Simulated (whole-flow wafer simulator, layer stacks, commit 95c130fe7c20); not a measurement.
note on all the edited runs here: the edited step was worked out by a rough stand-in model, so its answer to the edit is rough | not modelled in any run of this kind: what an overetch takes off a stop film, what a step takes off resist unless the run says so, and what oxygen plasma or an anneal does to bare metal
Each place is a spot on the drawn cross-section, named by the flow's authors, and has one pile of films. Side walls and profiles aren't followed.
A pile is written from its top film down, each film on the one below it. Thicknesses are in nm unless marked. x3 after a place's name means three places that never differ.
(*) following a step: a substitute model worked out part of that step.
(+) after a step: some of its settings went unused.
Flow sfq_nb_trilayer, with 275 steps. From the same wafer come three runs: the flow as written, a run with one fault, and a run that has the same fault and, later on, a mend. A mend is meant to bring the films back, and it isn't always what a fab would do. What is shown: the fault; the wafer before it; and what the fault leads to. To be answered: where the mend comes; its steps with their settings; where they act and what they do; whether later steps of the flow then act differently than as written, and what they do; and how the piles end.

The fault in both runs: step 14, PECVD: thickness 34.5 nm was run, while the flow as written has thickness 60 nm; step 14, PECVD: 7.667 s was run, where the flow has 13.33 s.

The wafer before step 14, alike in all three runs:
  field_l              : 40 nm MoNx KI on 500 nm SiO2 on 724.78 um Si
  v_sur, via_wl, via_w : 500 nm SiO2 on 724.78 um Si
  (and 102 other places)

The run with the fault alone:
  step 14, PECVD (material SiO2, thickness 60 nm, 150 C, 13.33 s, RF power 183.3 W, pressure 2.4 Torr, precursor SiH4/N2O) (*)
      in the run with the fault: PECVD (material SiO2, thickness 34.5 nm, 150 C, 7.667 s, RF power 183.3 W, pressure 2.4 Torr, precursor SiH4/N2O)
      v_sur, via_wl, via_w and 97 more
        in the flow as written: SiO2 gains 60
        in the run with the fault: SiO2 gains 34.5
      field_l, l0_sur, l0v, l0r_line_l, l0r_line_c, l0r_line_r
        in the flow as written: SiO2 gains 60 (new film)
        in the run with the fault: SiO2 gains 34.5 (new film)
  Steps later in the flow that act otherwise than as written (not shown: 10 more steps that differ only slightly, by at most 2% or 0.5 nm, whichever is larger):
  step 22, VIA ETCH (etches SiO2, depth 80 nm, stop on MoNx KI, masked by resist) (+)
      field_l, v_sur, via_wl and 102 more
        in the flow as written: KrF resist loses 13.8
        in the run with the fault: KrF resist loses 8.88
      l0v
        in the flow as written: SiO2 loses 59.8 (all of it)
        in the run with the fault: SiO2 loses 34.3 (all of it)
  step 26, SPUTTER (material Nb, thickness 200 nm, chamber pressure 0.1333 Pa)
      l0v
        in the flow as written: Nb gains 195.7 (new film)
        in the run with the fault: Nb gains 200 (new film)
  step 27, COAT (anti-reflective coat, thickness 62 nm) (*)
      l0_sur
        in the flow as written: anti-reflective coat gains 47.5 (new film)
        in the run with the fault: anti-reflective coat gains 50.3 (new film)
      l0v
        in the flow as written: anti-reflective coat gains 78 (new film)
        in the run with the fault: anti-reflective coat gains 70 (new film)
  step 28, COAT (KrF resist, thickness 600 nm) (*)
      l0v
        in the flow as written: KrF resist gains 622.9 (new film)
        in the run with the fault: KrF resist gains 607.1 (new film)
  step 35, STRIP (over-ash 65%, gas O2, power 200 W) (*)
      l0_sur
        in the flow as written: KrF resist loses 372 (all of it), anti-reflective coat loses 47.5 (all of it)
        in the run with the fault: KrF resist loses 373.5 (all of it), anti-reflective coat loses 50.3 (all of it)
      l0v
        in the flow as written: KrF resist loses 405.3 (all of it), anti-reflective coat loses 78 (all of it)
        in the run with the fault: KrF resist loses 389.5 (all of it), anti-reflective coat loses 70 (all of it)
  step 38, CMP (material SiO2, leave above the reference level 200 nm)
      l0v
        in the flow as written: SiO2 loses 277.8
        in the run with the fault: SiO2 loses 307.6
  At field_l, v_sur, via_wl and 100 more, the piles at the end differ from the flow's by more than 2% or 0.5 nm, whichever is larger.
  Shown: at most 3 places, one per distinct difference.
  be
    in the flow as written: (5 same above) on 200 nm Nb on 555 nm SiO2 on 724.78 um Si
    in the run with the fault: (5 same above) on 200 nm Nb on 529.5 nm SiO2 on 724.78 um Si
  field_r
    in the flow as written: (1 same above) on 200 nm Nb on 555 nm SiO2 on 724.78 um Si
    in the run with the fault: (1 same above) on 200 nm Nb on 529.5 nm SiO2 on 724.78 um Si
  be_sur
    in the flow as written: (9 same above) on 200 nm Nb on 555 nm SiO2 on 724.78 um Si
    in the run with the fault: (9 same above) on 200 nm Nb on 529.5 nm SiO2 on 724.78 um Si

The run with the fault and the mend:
  The mend follows step 14.
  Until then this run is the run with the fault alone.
  step 14a, PECVD (material SiO2, thickness 25.5 nm, 150 C, 5.667 s, RF power 183.3 W, pressure 2.4 Torr, precursor SiH4/N2O) (the flow's step 14, run once more with other settings)
      field_l, v_sur, via_wl and 103 more
        SiO2 gains 25.5
  Every later step of the flow that is run acts as written, at every place that is followed, to within 2% or 0.5 nm, whichever is larger.
  At every place that both follow, the piles at the end match the flow's.
